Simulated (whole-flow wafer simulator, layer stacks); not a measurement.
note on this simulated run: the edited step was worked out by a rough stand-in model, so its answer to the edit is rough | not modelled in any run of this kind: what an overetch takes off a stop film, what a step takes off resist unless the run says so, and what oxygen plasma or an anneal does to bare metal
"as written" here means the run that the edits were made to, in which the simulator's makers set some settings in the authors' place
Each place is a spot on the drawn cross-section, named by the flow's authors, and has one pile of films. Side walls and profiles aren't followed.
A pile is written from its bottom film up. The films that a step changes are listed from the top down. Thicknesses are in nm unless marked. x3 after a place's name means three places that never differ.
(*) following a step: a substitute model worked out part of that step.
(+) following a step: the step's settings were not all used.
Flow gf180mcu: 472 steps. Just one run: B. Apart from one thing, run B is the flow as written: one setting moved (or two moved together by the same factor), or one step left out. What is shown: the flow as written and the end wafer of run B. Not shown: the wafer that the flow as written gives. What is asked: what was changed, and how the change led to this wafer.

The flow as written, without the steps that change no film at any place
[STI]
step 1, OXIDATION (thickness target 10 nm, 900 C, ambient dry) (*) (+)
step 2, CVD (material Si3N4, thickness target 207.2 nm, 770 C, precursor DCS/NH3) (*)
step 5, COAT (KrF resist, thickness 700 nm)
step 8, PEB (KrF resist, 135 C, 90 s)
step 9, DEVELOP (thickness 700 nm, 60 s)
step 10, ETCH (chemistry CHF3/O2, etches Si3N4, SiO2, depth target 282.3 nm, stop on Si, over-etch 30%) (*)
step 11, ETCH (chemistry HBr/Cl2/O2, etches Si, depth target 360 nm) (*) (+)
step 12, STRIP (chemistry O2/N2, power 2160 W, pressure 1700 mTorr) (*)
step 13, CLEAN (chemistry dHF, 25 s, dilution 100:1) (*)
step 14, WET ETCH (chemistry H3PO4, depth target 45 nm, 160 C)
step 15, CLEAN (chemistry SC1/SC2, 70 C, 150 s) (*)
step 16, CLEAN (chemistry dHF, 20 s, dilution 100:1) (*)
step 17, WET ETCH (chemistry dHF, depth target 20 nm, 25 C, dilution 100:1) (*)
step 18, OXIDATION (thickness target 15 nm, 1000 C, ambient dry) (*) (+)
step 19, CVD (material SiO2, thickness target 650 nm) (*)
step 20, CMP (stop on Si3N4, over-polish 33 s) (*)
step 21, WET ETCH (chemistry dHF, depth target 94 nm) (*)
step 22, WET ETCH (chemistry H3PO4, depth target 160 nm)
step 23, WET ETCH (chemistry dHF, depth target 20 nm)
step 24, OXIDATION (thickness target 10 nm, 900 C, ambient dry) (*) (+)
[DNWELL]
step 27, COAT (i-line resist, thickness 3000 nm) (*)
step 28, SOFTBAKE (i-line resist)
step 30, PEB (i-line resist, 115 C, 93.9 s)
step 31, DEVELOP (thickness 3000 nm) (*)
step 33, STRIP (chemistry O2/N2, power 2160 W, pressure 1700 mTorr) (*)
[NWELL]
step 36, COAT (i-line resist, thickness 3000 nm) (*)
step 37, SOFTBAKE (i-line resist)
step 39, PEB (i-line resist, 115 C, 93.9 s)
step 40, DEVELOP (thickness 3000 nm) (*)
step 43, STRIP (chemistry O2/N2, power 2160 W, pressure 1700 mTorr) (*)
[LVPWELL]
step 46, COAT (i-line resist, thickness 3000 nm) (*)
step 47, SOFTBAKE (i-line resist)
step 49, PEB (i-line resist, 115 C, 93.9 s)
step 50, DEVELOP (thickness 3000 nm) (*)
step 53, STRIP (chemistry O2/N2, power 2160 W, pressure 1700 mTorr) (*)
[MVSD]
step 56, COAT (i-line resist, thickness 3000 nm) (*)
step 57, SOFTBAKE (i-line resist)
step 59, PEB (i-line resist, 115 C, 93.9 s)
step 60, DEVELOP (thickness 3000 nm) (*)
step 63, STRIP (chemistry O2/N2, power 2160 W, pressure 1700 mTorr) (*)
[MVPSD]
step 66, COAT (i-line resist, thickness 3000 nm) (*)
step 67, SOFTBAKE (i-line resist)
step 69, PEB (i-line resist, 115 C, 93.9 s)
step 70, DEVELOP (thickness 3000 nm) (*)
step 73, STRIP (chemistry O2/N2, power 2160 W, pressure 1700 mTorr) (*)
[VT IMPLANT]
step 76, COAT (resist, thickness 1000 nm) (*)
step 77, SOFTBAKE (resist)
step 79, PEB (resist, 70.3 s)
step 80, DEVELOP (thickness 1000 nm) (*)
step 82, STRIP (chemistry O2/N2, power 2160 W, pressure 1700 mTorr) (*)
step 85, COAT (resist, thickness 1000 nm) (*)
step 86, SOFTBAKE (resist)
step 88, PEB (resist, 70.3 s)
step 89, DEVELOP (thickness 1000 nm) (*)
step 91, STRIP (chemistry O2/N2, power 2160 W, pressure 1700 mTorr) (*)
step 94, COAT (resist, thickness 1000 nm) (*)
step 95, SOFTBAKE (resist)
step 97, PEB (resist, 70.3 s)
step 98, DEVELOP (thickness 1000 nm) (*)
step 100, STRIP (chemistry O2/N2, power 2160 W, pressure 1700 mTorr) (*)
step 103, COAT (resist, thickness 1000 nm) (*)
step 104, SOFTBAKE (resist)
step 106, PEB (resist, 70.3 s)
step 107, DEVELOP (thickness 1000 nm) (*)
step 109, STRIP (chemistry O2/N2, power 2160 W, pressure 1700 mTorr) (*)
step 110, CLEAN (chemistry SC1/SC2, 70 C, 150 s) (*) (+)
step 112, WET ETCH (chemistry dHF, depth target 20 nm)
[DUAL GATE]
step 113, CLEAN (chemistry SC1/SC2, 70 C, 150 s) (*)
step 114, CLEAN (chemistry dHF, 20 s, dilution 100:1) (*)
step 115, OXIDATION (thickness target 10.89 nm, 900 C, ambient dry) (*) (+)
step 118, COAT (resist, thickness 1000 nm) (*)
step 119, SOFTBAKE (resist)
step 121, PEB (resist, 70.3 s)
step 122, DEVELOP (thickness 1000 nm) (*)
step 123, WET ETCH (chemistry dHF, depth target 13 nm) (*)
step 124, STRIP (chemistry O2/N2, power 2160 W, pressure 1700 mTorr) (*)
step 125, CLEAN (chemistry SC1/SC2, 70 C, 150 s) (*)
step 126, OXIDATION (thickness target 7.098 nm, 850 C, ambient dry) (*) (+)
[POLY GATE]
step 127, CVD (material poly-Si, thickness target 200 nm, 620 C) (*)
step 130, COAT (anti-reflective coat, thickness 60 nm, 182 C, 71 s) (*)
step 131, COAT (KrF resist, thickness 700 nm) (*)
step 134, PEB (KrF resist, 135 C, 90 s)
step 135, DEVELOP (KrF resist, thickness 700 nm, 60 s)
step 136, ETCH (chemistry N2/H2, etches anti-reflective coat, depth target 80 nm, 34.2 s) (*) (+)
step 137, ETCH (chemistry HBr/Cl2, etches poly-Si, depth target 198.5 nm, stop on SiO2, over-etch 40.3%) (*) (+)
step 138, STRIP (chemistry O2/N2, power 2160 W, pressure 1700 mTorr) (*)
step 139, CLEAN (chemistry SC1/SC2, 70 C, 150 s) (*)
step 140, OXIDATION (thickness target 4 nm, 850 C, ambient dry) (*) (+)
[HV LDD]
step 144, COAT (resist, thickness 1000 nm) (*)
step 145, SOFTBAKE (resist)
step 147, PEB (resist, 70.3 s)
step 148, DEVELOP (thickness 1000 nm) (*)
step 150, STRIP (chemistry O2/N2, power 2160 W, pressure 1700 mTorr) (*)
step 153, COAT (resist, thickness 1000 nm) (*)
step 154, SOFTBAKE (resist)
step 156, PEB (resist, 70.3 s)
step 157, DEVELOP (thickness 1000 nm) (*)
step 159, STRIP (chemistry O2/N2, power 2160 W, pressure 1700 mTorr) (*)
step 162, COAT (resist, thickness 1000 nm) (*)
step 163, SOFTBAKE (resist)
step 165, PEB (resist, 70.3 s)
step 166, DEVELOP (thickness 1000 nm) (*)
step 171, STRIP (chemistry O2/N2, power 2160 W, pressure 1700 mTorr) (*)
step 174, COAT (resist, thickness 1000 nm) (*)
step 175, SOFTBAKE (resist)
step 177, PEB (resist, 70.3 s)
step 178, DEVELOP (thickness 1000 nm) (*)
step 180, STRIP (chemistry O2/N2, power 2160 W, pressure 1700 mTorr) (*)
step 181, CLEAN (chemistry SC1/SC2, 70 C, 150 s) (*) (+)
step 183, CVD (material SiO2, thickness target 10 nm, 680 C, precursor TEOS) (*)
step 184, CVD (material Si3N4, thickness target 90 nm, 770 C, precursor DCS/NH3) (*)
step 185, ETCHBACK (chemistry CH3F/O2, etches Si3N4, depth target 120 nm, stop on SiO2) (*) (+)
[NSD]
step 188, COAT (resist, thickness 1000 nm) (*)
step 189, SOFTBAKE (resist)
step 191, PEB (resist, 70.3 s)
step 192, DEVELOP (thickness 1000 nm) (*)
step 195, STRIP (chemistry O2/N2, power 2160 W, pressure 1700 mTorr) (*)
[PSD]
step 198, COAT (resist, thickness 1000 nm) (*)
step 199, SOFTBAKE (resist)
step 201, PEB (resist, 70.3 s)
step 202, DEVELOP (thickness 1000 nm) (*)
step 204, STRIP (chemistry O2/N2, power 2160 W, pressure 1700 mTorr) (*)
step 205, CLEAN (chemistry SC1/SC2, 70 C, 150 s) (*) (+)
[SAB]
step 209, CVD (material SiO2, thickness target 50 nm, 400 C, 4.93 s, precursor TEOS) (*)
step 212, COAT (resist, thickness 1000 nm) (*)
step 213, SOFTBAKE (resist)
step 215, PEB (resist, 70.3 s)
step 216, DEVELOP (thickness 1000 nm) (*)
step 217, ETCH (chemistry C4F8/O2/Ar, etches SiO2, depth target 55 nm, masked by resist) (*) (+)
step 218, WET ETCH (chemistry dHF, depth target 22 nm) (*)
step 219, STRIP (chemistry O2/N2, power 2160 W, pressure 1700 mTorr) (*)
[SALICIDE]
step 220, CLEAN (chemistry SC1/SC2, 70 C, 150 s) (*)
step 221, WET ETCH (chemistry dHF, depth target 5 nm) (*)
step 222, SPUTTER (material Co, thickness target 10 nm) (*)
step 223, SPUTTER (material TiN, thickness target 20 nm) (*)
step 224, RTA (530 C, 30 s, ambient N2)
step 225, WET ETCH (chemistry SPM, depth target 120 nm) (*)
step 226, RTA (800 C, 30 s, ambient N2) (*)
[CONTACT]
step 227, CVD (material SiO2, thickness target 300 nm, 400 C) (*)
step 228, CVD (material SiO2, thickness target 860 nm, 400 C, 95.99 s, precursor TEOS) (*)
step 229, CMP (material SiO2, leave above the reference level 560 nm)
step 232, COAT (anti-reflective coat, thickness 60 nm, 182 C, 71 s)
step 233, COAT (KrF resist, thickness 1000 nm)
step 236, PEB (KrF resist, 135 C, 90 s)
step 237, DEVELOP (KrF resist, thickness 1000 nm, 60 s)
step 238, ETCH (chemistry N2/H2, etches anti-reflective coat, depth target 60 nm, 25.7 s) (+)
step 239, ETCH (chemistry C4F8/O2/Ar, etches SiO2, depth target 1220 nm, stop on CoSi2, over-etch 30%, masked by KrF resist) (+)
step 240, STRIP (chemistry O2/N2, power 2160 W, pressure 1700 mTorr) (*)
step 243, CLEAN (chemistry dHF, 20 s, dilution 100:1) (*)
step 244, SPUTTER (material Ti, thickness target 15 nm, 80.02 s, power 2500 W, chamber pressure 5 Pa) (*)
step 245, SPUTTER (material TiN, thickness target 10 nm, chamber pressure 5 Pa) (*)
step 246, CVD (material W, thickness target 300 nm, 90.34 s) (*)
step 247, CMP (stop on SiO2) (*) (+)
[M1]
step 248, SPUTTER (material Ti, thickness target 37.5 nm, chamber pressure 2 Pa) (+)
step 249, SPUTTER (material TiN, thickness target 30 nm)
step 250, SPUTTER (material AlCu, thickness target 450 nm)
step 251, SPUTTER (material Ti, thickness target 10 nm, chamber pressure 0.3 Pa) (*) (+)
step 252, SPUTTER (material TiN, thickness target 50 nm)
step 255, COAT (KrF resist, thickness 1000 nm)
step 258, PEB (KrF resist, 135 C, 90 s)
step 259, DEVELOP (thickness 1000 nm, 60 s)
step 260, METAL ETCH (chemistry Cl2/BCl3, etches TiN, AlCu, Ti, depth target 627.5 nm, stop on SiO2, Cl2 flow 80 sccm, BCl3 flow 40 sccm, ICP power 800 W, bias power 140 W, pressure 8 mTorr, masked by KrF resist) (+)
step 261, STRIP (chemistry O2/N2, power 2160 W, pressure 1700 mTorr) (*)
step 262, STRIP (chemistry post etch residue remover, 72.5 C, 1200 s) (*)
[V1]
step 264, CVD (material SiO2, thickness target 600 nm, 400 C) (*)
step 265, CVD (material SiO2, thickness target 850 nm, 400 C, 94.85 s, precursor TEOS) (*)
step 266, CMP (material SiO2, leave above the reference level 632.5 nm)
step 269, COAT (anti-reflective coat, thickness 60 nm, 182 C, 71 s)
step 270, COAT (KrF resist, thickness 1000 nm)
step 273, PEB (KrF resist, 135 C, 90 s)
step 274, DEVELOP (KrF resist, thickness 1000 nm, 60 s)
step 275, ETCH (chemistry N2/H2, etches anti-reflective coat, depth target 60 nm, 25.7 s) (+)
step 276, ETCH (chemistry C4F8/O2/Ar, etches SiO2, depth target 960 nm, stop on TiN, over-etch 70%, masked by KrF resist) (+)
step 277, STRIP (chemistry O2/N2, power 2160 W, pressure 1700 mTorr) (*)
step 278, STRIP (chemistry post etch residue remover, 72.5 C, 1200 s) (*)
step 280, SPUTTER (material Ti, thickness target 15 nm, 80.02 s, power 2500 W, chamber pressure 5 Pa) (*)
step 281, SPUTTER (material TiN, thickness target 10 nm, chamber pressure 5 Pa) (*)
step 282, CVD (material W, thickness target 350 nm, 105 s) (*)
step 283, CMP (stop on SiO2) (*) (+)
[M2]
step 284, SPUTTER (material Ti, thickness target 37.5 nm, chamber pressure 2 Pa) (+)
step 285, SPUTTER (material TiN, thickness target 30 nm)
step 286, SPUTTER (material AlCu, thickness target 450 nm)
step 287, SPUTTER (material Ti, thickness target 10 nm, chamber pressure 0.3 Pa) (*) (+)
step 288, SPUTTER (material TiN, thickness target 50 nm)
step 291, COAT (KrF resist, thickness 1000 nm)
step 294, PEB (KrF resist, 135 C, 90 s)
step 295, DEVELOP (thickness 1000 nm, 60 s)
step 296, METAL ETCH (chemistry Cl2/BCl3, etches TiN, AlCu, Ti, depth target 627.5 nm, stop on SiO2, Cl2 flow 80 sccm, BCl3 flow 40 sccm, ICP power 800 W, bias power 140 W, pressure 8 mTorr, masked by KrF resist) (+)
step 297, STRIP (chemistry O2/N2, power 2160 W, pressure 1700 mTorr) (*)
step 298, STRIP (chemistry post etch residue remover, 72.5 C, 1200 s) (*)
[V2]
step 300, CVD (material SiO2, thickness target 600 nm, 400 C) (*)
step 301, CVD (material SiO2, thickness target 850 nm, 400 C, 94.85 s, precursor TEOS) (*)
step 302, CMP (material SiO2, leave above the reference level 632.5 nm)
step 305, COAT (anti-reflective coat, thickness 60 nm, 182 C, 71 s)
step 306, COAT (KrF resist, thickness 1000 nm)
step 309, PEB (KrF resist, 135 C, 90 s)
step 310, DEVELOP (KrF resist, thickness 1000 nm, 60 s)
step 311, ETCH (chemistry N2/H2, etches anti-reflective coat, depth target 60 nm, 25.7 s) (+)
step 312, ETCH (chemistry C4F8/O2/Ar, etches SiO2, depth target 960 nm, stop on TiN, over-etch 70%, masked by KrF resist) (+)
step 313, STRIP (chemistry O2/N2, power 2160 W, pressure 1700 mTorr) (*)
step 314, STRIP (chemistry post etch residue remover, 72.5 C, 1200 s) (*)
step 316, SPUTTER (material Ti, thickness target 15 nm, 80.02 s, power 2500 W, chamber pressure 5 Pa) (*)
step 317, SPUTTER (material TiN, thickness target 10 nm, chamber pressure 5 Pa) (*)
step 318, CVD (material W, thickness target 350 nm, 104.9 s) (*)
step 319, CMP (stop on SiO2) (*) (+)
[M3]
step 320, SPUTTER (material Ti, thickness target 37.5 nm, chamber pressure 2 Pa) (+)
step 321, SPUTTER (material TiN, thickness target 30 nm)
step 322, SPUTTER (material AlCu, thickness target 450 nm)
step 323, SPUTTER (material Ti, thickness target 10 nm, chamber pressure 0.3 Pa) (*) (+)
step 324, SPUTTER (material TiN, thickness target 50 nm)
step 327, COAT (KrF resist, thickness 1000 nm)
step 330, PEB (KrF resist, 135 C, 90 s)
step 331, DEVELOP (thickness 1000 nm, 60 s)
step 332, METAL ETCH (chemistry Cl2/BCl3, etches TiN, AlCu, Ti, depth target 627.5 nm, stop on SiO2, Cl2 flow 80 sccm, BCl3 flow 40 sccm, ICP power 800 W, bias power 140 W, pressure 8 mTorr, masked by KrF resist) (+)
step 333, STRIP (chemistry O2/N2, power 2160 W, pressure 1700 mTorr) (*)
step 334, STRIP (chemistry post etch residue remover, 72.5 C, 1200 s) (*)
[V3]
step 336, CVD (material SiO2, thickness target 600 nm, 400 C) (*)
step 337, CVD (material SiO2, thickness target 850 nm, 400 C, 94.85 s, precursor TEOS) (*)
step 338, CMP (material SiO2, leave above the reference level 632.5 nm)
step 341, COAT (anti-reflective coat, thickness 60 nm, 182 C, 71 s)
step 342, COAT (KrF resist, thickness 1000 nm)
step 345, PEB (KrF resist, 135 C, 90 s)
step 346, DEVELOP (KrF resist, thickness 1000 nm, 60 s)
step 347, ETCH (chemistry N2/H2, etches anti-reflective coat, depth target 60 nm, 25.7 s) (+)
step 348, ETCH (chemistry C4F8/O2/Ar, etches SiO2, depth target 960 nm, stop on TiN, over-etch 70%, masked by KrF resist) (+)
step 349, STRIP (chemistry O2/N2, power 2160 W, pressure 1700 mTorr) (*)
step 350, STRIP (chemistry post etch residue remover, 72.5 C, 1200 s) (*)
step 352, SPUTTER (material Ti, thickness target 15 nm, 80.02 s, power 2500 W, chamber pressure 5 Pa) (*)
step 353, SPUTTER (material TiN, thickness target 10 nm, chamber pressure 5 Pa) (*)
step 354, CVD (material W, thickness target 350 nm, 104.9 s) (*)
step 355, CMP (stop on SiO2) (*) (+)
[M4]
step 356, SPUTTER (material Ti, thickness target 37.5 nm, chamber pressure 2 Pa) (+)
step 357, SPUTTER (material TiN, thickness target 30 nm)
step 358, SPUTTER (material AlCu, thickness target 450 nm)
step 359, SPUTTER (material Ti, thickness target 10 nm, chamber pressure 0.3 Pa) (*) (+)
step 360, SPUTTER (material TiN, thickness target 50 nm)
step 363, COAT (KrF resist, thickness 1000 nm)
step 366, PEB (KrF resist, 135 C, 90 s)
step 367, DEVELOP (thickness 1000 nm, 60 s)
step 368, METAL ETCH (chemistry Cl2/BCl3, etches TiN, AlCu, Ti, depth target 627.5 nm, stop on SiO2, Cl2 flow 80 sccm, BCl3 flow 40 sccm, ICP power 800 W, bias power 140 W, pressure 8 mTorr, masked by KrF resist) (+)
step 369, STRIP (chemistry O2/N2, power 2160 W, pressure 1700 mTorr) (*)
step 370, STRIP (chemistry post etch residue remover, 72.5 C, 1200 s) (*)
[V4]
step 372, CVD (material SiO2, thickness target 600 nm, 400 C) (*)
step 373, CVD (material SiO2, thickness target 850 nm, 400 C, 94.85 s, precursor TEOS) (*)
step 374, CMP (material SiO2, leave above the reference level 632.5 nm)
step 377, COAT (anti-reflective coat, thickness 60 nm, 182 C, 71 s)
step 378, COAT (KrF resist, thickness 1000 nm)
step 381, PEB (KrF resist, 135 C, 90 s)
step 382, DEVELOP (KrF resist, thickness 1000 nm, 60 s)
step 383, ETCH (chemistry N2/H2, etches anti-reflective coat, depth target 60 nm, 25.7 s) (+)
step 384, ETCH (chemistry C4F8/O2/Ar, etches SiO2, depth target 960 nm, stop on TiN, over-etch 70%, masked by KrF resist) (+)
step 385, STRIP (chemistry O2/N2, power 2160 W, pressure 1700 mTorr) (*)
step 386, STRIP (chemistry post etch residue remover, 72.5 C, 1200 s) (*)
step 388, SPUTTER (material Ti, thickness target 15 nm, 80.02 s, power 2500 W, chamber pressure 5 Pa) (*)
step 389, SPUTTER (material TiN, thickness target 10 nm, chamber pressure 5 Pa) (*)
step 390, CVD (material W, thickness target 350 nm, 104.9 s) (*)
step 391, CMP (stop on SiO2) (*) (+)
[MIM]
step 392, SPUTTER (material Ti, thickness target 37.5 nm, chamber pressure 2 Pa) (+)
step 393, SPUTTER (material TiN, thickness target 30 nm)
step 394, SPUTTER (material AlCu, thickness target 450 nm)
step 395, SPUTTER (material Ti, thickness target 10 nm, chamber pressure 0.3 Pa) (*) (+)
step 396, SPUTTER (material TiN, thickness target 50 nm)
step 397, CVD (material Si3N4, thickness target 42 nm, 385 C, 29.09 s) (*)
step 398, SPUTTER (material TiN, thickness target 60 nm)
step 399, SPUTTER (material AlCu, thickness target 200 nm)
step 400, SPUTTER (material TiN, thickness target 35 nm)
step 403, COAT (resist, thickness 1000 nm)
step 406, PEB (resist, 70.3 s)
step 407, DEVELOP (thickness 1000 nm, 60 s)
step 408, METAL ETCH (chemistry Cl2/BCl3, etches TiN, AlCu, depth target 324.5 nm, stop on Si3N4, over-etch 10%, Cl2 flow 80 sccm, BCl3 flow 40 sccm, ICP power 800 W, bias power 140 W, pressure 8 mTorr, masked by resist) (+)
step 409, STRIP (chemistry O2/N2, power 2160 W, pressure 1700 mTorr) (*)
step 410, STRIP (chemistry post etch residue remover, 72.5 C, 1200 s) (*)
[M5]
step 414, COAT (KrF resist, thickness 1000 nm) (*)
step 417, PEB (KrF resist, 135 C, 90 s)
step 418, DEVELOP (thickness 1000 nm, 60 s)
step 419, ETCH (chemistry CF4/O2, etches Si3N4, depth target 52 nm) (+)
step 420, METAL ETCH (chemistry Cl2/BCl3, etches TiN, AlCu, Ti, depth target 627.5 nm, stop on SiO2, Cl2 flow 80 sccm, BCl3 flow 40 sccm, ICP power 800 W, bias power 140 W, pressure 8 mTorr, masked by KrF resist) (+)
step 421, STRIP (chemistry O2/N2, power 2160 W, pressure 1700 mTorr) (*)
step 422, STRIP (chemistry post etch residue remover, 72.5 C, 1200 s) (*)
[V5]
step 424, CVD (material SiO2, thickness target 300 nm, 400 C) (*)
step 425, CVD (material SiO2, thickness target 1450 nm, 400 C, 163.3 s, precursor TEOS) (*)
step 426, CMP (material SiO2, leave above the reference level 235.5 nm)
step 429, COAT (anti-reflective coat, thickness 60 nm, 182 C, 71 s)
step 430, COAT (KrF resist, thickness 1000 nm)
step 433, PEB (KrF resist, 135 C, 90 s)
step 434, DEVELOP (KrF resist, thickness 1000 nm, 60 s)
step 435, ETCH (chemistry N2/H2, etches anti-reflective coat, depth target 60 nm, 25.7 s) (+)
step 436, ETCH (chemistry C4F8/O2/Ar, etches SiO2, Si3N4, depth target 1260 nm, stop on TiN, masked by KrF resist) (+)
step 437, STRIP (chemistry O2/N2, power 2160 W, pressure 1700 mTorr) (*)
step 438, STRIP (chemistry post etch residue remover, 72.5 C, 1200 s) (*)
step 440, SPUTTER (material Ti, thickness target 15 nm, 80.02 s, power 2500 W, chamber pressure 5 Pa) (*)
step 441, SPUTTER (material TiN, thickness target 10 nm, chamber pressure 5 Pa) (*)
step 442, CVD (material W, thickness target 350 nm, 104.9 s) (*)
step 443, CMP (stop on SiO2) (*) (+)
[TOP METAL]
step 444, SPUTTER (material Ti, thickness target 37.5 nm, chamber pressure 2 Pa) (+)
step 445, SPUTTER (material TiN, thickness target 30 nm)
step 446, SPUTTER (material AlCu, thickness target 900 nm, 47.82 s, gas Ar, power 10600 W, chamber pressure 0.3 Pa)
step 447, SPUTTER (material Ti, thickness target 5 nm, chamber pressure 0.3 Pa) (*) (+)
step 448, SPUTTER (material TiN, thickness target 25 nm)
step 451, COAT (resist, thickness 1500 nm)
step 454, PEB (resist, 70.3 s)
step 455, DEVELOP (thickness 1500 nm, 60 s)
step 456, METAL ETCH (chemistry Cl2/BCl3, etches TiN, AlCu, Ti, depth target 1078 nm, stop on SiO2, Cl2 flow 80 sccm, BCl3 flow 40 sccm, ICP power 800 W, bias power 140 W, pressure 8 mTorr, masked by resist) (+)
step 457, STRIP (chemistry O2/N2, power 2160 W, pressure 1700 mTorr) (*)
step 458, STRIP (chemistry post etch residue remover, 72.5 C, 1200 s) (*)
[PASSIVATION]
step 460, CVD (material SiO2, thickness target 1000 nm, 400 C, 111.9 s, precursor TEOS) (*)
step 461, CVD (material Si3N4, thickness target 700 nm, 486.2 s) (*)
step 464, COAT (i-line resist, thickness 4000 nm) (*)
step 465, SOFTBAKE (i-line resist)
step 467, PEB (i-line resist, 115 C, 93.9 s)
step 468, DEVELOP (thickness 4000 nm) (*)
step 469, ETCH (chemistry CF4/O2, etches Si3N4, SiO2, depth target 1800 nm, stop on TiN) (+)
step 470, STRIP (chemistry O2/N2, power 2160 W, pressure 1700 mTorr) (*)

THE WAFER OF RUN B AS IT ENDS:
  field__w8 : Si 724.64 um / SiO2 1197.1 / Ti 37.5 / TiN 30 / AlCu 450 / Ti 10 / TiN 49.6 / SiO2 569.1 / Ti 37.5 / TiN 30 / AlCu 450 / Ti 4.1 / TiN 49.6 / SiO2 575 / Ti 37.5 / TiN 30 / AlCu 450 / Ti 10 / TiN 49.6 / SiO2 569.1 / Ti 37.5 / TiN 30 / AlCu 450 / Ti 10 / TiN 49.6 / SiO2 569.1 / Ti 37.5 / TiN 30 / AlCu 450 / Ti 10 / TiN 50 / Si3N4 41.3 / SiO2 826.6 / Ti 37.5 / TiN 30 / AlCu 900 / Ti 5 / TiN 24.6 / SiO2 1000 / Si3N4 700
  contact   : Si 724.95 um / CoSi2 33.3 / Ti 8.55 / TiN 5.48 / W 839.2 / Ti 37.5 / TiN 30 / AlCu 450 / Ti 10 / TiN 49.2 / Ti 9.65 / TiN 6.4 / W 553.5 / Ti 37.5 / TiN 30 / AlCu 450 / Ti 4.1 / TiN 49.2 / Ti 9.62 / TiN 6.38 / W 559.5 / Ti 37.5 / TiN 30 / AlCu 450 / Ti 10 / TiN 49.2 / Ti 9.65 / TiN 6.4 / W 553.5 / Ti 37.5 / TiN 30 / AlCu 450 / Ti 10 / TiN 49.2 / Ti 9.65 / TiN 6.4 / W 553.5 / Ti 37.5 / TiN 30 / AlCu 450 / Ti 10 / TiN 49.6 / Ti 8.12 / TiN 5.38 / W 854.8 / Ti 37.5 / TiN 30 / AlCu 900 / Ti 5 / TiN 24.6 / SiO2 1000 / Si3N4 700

What caused this: step 287, SPUTTER: thickness target 4.1 nm was run, whereas the flow has thickness target 10 nm.
One can read it off the wafer: field__w8 has Ti 4.1, and step 287 as written asks for 10 nm.

The path from the change to this, step by step:
  step 287, SPUTTER (material Ti, thickness target 10 nm, chamber pressure 0.3 Pa) (*) (+)
      field, field__w1, field__w2 and 108 more: Ti gains 4.1 (new film) (as written it would have been: Ti gains 10 (new film))
  step 296, METAL ETCH (chemistry Cl2/BCl3, etches TiN, AlCu, Ti, depth target 627.5 nm, stop on SiO2, Cl2 flow 80 sccm, BCl3 flow 40 sccm, ICP power 800 W, bias power 140 W, pressure 8 mTorr, masked by KrF resist) (+)
      field, field__w1, field__w2 and 103 more: TiN loses 50 (all of it), Ti loses 4.1 (all of it), AlCu loses 450 (all of it), TiN loses 30 (all of it), Ti loses 37.5 (all of it) (as written it would have been: TiN loses 50 (all of it), Ti loses 10 (all of it), AlCu loses 450 (all of it), TiN loses 30 (all of it), Ti loses 37.5 (all of it))
